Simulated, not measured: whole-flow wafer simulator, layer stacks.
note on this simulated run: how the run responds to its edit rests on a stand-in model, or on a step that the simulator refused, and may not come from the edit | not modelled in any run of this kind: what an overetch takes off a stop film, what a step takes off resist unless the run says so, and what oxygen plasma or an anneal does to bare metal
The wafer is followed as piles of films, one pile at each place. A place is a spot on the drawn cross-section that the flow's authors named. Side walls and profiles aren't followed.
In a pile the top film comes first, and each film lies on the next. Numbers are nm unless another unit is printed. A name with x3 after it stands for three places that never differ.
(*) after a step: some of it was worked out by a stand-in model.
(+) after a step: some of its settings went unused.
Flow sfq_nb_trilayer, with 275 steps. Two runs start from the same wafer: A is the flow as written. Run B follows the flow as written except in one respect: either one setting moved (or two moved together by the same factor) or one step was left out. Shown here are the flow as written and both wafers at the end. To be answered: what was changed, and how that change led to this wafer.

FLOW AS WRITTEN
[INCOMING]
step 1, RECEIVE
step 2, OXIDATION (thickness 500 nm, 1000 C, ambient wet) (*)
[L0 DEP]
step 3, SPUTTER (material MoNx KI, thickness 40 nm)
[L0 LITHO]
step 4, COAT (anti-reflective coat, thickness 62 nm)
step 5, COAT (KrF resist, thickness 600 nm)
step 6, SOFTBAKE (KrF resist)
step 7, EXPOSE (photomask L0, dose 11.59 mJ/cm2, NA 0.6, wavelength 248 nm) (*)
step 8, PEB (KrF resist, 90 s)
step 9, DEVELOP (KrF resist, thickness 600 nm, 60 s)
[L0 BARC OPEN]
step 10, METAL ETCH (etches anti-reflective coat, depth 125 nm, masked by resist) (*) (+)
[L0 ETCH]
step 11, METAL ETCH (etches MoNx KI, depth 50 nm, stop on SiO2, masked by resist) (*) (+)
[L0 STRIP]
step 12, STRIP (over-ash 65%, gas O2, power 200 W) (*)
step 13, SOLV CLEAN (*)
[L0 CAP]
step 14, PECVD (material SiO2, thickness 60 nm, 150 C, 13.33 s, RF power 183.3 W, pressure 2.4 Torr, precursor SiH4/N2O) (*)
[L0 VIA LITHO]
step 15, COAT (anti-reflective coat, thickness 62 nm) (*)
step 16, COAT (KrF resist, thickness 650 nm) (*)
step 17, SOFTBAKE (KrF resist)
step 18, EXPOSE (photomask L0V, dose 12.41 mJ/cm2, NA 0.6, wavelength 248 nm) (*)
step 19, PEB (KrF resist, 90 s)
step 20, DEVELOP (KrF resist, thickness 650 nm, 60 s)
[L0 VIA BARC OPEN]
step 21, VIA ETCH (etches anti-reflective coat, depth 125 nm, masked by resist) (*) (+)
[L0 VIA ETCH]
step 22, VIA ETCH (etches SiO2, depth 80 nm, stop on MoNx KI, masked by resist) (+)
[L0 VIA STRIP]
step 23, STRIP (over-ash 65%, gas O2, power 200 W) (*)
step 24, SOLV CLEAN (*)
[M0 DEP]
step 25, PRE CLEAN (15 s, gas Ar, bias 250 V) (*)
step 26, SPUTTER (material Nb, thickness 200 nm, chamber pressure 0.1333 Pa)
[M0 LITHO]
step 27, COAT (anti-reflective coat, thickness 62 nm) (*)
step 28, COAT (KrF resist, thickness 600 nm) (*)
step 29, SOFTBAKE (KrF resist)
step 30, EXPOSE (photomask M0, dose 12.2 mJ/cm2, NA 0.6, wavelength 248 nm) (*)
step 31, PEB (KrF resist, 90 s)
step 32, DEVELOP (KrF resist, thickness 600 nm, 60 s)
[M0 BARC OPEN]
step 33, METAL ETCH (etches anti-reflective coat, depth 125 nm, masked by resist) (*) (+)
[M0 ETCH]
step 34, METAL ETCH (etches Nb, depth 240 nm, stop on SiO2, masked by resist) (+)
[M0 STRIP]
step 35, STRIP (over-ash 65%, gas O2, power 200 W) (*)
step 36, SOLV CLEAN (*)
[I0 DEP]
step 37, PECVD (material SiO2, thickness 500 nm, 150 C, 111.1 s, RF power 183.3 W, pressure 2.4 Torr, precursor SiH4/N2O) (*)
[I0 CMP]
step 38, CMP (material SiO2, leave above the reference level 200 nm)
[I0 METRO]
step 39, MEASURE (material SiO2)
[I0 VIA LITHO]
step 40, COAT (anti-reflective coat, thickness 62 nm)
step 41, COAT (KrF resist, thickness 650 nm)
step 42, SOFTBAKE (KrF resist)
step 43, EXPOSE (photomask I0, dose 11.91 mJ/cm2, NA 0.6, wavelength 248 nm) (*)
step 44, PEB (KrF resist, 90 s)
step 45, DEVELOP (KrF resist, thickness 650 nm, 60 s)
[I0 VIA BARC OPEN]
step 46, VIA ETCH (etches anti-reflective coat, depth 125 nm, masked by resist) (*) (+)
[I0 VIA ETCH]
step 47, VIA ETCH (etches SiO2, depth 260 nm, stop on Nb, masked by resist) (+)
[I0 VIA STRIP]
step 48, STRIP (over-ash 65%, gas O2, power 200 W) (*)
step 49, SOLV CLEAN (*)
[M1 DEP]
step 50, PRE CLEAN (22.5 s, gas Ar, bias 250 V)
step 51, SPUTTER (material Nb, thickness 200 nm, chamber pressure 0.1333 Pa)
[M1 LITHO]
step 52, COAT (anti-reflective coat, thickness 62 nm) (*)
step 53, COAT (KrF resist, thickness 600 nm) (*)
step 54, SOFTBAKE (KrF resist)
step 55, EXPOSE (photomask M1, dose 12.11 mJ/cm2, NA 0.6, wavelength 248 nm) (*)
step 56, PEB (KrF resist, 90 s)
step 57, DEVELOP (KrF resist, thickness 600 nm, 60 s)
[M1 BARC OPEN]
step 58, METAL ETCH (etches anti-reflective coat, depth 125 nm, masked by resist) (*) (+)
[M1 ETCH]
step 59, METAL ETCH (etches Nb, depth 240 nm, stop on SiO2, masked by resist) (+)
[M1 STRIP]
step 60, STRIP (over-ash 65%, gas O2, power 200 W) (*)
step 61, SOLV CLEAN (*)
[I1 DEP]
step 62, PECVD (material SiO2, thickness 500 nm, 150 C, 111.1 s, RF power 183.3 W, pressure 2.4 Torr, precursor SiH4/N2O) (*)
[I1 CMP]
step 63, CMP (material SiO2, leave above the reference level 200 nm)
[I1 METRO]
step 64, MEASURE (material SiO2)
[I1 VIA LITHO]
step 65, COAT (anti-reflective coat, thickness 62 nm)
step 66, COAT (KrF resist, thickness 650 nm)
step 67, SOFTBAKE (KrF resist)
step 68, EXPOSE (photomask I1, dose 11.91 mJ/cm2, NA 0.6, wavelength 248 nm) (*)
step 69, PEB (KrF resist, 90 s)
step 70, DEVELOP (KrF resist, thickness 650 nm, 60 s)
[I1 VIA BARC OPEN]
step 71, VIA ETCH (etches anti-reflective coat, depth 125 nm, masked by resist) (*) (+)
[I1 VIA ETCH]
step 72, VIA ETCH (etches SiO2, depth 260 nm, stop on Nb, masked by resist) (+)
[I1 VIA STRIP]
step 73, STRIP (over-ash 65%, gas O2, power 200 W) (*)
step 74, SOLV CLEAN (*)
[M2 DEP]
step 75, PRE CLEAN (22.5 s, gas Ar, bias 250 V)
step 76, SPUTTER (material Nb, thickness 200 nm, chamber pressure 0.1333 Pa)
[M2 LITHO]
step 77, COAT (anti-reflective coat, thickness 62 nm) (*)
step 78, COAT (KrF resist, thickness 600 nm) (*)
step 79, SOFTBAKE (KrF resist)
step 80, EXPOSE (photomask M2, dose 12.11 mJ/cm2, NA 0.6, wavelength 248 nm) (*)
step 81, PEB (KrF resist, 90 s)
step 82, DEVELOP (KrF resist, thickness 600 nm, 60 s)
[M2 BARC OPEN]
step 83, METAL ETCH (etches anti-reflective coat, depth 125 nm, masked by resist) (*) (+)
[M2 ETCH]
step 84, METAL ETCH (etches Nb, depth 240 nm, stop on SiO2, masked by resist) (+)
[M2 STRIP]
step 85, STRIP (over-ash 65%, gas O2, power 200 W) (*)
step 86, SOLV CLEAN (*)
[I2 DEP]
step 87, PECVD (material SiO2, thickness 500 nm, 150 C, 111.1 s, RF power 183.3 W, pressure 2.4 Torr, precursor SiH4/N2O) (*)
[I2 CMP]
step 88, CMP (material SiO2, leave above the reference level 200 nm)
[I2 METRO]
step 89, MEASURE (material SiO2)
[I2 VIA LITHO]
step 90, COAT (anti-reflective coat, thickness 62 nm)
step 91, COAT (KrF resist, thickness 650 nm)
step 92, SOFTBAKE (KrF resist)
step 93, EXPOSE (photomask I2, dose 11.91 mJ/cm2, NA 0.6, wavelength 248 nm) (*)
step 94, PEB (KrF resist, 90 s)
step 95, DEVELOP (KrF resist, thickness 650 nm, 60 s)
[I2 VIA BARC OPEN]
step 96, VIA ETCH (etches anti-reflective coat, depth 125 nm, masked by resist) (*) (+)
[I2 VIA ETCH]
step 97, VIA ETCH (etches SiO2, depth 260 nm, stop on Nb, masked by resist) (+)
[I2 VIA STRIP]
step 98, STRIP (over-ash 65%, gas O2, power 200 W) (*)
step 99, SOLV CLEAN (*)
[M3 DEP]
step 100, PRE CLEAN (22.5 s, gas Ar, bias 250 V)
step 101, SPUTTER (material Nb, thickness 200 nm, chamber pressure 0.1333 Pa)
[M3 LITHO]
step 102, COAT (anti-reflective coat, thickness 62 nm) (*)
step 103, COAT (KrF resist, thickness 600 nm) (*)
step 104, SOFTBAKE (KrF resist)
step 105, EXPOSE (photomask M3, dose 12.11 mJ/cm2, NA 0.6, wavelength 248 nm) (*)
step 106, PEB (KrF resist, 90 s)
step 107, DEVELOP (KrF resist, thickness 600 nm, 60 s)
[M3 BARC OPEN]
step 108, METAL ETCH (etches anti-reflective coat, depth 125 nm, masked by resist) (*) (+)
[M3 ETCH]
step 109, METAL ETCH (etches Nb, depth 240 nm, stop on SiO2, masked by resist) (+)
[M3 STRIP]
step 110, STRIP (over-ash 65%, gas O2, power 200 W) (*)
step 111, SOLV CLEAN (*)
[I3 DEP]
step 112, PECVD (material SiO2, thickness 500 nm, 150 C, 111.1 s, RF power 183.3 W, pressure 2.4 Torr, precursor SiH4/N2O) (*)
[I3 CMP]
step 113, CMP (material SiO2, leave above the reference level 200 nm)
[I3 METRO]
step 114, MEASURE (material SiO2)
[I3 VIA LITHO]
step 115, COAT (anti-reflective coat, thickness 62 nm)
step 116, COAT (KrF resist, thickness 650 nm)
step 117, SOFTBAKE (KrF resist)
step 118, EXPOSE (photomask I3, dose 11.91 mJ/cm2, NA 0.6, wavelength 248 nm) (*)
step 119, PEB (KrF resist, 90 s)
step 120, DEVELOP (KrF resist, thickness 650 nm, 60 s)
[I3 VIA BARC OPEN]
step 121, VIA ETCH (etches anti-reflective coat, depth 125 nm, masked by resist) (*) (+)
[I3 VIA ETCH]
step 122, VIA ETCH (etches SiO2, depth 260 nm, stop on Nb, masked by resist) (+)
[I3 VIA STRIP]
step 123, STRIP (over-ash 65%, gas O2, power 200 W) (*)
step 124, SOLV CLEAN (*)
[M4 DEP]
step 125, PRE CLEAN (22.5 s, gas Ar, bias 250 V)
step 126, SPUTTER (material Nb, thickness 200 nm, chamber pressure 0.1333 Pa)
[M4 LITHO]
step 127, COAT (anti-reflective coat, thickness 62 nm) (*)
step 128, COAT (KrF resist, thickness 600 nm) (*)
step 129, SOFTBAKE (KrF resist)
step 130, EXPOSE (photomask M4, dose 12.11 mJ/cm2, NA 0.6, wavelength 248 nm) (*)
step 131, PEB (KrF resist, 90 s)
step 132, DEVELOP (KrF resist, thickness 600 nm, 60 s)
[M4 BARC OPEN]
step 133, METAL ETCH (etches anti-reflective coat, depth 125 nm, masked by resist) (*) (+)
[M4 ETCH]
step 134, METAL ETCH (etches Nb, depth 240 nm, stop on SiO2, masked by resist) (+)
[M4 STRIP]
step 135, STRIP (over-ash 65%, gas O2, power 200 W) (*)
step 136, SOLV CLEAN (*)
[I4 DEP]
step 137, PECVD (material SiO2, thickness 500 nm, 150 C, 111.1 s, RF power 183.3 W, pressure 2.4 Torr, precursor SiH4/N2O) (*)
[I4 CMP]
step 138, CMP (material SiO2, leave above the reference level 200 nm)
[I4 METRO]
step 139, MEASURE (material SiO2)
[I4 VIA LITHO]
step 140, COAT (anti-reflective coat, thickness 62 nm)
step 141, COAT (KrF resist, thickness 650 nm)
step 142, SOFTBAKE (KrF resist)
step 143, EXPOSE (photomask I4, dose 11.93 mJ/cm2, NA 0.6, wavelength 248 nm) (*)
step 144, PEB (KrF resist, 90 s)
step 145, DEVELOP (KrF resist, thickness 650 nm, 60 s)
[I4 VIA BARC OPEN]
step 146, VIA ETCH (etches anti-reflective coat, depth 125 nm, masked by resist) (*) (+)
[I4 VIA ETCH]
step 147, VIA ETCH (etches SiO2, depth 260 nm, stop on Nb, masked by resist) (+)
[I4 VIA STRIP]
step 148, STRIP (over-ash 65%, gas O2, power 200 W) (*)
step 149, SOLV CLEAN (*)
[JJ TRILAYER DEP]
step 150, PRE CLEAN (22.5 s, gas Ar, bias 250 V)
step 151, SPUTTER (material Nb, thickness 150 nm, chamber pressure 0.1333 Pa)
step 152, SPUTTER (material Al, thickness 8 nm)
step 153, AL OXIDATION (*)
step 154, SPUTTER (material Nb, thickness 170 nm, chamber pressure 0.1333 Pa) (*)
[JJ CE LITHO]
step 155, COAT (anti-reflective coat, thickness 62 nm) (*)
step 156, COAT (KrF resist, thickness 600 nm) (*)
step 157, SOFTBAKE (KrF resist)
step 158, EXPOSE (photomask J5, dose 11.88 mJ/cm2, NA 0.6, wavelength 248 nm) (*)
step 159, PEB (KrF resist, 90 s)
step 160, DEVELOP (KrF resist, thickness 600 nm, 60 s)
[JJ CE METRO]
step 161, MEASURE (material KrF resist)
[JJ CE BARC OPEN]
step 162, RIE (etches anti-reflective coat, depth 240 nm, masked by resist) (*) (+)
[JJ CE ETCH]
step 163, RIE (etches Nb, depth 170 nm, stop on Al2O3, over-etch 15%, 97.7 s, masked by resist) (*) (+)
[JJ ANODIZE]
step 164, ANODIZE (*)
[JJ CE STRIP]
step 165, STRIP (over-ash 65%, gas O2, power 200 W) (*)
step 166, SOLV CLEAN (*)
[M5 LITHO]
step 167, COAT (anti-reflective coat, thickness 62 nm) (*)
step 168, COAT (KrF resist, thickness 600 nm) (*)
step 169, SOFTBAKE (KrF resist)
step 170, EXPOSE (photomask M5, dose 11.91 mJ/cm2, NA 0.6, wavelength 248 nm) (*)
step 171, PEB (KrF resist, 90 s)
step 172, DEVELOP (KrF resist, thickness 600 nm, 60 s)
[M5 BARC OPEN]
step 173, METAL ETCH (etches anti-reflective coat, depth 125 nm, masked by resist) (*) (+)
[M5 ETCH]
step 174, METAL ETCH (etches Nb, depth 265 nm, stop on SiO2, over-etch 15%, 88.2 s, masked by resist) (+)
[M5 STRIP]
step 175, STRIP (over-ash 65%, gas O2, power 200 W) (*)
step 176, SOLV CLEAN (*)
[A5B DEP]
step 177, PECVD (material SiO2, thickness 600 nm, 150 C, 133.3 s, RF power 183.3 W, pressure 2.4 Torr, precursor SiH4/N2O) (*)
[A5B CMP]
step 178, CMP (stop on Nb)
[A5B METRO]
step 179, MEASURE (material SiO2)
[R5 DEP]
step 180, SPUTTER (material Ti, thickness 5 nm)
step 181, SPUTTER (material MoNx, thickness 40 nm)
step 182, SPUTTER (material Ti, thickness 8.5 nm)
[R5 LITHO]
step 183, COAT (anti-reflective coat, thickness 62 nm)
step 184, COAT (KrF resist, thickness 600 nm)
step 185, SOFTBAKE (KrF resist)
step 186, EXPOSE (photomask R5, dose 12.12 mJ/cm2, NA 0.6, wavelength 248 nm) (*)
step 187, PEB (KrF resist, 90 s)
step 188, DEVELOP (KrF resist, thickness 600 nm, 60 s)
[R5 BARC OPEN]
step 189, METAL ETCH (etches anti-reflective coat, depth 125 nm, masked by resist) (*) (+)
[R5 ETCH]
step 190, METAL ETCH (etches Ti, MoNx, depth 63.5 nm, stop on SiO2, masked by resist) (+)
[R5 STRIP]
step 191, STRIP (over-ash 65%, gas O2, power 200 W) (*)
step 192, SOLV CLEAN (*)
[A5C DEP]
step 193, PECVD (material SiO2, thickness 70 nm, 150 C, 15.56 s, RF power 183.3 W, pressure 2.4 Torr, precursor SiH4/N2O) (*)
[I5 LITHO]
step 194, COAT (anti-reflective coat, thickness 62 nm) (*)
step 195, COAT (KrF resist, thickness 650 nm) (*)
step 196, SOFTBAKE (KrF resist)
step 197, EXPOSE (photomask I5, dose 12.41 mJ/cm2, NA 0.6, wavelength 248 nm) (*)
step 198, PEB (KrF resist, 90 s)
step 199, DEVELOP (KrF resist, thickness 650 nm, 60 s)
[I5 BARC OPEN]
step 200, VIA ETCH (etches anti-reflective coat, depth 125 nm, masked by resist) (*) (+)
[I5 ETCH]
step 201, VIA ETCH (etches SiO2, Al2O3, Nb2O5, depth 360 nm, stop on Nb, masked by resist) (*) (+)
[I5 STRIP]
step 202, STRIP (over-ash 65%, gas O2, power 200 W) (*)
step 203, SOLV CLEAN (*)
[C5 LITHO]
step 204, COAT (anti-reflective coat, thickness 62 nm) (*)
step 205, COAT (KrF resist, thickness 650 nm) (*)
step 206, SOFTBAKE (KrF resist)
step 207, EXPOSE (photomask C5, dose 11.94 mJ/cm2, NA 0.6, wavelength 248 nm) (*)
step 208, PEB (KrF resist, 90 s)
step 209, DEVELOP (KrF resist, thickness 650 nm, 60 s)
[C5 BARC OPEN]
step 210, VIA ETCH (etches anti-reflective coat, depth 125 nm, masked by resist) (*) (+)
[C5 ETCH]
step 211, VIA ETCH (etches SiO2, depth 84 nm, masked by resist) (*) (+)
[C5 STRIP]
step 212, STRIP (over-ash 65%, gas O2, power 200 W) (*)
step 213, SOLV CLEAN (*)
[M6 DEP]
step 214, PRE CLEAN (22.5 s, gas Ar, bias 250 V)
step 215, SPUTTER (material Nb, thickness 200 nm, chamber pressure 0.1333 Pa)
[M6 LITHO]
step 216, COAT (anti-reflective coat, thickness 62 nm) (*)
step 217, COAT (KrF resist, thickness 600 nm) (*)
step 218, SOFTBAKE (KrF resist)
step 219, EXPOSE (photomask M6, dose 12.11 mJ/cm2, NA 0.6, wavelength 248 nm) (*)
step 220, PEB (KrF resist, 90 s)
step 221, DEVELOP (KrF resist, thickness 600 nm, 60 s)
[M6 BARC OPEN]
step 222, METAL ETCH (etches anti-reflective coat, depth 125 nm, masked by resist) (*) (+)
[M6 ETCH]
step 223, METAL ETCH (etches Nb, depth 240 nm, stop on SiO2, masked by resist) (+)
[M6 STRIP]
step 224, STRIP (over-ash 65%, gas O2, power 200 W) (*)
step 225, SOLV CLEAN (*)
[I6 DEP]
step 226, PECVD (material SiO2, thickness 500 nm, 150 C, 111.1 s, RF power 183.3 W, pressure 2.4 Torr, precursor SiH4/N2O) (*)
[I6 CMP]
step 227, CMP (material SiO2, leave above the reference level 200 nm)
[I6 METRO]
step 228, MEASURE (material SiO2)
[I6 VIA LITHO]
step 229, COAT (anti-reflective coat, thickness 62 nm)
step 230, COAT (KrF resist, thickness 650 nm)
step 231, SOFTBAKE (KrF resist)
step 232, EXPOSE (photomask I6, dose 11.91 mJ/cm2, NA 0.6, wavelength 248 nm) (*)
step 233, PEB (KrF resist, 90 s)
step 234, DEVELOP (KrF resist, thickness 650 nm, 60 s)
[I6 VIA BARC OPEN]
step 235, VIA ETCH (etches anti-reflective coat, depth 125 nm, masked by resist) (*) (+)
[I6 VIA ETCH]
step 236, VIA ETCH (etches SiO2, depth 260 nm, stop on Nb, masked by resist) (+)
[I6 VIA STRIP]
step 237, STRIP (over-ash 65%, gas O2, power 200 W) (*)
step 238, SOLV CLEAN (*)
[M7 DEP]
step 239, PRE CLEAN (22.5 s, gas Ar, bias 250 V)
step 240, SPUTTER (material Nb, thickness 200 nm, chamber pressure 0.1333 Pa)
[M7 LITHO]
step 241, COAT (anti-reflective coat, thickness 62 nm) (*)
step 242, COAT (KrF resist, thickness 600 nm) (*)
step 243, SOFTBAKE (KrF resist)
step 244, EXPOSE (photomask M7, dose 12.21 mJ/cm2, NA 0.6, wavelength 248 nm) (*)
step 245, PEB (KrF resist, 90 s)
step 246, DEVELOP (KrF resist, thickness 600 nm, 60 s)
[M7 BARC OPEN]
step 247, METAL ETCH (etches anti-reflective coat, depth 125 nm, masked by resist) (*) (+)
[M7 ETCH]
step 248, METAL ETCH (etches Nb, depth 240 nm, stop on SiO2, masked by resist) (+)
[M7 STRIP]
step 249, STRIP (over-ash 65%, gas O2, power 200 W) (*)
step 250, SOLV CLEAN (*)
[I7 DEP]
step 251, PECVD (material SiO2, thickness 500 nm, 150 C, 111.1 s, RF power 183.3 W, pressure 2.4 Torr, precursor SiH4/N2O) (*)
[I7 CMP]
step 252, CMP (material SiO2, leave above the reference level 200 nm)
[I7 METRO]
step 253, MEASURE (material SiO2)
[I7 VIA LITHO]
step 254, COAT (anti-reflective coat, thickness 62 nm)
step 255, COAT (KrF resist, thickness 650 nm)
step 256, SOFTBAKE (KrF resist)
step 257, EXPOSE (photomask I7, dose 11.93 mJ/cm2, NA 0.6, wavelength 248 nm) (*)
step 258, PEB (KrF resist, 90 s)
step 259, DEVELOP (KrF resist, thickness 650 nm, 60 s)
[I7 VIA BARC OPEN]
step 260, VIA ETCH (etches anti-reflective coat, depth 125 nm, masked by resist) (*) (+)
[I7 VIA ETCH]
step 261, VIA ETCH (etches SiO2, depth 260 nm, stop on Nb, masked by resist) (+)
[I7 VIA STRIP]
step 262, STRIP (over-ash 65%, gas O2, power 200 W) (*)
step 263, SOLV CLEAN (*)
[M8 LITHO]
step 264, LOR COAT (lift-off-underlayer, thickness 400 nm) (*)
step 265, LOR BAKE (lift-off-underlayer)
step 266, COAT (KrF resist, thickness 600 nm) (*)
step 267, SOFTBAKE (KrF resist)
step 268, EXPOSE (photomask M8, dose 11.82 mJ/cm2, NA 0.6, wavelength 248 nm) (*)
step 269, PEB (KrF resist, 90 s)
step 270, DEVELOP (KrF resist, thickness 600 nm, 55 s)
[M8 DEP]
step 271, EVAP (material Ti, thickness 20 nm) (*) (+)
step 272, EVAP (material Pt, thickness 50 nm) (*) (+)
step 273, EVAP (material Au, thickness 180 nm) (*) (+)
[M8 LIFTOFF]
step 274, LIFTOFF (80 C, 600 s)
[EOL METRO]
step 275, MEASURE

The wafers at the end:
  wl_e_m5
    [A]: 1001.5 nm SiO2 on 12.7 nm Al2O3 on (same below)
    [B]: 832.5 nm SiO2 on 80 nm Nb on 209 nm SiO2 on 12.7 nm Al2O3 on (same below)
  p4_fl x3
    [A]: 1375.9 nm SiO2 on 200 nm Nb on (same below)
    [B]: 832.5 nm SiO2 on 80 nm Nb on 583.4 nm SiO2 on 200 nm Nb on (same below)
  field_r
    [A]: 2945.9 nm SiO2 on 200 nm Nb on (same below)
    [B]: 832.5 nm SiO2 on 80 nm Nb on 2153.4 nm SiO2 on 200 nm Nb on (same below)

Cause: step 215, SPUTTER: thickness 320 nm was run, whereas the flow has thickness 200 nm.

Step by step, how the change led to this:
  step 215, SPUTTER (material Nb, thickness 200 nm, chamber pressure 0.1333 Pa)
      field_l, v_sur, via_wl and 100 more: A +200 Nb (new film) | B +320 Nb (new film)
      be: A +147.3 Nb | B +233.6 Nb
      (and at 2 other places as well)
  step 216, COAT (anti-reflective coat, thickness 62 nm) (*)
      be: A +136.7 anti-reflective coat (new film) | B +148.9 anti-reflective coat (new film)
      be_sur: A +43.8 anti-reflective coat (new film) | B +44.7 anti-reflective coat (new film)
      (and at 3 other places as well)
  step 217, COAT (KrF resist, thickness 600 nm) (*)
      be: A +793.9 KrF resist (new film) | B +812.4 KrF resist (new film)
  step 223, METAL ETCH (etches Nb, depth 240 nm, stop on SiO2, masked by resist) (+)
      field_l, gap, moat and 76 more: A -200 Nb (all of it) | B -240 Nb
  step 224, STRIP (over-ash 65%, gas O2, power 200 W) (*)
      be: A -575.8 KrF resist (all of it), -136.7 anti-reflective coat (all of it) | B -594.2 KrF resist (all of it), -148.9 anti-reflective coat (all of it)
      be_sur: A -371.2 KrF resist (all of it), -43.8 anti-reflective coat (all of it) | B -368.5 KrF resist (all of it), -44.7 anti-reflective coat (all of it)
      (and at 3 other places as well)
  step 226, PECVD (material SiO2, thickness 500 nm, 150 C, 111.1 s, RF power 183.3 W, pressure 2.4 Torr, precursor SiH4/N2O) (*)
      field_l, p4_fl x3, p4_w1 x9 and 52 more: A +500 SiO2 | B +500 SiO2 (new film)
      moat, field_r, lsp_l, ln_m5, lsp_m: A +493.6 SiO2 | B +492.3 SiO2 (new film)
      (and at 10 other places as well)
  step 227, CMP (material SiO2, leave above the reference level 200 nm)
      field_l, p4_fl x3, p4_w1 x9 and 49 more: A -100 SiO2 | B -60 SiO2
      moat, field_r, lsp_l, ln_m5, lsp_m: A -93.6 SiO2 | B -52.3 SiO2
      (and at 9 other places as well)
With metal films that touch counted as one body, wl_e_m5 has 7 bodies (between them, from the top down: SiO2 209 / Al2O3 12.7 / Nb2O5 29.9; SiO2 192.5; SiO2 192.5; SiO2 192.5; SiO2 192.5; SiO2 192.5); the flow as written gives 6 bodies (between them, from the top down: SiO2 192.5; SiO2 192.5; SiO2 192.5; SiO2 192.5; SiO2 192.5).
With metal films that touch counted as one body, p4_fl x3 has 3 bodies (between them, from the top down: SiO2 583.4; SiO2 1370); the flow as written gives 2 bodies (between them, from the top down: SiO2 1370).
With metal films that touch counted as one body, field_r has 2 bodies (between them, from the top down: SiO2 2153.4); the flow as written gives 1 body.
